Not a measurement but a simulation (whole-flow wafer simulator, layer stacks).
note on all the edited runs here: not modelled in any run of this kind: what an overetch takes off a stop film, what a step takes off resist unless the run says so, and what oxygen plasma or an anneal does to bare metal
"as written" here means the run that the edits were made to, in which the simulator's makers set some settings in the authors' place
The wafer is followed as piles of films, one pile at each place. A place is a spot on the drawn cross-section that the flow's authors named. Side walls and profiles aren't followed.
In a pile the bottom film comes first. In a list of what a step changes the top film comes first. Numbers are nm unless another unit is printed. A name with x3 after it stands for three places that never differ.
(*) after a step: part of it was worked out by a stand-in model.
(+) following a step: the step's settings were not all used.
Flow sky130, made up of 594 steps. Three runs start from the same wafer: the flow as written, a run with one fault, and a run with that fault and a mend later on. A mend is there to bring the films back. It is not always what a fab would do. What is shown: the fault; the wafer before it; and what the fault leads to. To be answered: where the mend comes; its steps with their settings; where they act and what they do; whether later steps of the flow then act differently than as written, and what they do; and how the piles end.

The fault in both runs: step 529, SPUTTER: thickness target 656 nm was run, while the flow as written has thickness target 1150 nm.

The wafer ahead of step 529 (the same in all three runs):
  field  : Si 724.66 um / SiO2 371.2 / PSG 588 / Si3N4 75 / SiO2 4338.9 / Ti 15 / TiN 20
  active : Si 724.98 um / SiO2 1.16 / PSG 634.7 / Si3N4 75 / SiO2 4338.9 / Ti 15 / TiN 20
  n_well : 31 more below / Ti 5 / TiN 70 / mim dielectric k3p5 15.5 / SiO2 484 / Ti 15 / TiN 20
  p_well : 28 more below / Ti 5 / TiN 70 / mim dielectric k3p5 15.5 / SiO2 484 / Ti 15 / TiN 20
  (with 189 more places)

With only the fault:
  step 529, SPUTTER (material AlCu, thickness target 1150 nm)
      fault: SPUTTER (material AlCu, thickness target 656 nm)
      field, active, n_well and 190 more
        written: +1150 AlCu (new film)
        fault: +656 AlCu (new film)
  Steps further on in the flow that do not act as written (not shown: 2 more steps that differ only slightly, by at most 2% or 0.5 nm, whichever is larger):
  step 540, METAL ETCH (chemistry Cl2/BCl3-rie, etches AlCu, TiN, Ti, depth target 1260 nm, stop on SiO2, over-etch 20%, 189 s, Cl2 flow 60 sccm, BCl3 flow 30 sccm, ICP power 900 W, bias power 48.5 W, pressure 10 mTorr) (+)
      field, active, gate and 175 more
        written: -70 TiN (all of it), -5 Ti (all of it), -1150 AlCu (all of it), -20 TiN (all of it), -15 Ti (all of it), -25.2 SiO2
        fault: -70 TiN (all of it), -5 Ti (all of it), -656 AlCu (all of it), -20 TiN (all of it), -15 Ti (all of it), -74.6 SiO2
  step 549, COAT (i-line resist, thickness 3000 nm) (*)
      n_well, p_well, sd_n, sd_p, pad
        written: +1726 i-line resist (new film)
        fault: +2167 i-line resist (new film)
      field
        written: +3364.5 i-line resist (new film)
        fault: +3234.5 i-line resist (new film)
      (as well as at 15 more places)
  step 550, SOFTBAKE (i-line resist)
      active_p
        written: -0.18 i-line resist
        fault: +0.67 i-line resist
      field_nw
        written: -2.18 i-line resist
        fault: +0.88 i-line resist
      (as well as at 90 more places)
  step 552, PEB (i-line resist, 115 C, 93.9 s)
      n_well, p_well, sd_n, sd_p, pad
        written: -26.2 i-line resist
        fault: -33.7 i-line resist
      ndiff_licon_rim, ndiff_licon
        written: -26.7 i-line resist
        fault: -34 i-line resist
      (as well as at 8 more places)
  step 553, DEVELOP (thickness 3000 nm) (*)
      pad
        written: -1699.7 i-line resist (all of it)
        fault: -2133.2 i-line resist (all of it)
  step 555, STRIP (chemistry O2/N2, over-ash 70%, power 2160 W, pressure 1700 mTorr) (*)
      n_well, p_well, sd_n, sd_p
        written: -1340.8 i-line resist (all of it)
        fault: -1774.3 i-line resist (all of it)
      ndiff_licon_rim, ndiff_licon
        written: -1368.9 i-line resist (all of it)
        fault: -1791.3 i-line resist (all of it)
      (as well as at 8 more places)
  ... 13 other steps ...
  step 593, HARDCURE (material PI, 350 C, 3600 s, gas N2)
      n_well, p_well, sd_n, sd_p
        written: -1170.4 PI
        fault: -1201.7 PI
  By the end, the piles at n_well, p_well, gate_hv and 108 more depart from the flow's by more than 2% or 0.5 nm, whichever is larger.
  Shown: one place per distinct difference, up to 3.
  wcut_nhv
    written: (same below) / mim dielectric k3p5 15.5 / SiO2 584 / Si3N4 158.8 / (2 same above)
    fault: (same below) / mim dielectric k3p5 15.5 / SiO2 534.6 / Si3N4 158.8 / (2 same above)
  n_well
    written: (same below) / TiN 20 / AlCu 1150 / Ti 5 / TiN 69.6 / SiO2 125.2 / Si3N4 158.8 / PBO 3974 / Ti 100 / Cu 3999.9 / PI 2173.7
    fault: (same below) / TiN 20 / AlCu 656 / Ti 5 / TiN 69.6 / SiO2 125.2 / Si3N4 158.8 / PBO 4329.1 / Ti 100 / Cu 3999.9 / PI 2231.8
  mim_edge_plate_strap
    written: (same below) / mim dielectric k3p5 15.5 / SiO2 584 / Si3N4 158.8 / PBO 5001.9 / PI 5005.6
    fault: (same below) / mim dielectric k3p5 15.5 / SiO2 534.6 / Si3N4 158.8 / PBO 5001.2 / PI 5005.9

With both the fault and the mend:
  The mend follows step 529.
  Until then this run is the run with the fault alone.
  step 529a, SPUTTER (material AlCu, thickness target 494 nm) (the flow's step 529 again, with other settings)
      field, active, n_well and 190 more
        +494 AlCu
  Later steps of the flow that are run all act as written at every place that is followed.
  By the end, the piles equal the flow's at every place that both follow.
